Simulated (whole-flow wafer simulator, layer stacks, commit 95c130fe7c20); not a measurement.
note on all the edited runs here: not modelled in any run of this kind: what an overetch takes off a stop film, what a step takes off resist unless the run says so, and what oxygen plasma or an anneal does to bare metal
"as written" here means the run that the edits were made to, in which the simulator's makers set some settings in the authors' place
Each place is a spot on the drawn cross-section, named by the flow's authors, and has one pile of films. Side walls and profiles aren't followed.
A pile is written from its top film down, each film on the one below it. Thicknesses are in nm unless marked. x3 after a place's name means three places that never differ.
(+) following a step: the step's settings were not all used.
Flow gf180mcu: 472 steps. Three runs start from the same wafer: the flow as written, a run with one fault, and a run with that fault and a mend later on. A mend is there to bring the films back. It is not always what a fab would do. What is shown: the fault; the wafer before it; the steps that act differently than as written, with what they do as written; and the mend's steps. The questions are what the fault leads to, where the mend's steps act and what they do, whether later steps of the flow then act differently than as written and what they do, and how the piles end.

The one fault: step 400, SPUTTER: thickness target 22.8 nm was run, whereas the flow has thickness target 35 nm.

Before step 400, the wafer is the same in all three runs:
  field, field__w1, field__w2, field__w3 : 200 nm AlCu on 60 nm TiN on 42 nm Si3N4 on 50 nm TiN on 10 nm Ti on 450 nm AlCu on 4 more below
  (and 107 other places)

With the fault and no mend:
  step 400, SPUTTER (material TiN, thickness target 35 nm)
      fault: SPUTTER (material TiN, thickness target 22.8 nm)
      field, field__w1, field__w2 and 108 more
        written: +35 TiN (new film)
        fault: +22.8 TiN (new film)
  Later steps of the flow acting differently than as written (9 more steps, not shown, differ only slightly: by at most 2% or 0.5 nm, whichever is larger):
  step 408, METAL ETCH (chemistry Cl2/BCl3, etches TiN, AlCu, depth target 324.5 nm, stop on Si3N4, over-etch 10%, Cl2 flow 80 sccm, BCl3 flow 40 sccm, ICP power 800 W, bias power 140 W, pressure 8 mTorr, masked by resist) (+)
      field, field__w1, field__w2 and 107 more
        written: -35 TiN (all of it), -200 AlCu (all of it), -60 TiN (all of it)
        fault: -22.8 TiN (all of it), -200 AlCu (all of it), -60 TiN (all of it)
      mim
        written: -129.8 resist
        fault: -124.4 resist
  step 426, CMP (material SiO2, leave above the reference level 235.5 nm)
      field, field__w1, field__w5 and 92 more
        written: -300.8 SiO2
        fault: -313 SiO2
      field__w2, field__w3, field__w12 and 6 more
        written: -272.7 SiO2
        fault: -284.9 SiO2
  At mim, the piles at the end differ from the flow's by more than 2% or 0.5 nm, whichever is larger.
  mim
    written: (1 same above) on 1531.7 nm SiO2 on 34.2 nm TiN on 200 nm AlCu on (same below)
    fault: (1 same above) on 1531.7 nm SiO2 on 22 nm TiN on 200 nm AlCu on (same below)

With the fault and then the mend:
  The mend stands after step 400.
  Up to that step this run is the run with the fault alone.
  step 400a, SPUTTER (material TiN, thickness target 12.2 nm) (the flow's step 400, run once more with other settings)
      field, field__w1, field__w2 and 108 more
        +12.2 TiN
  Every later step of the flow that is run acts as written at every place that is followed.
  By the end, the piles equal the flow's at every place that both follow.
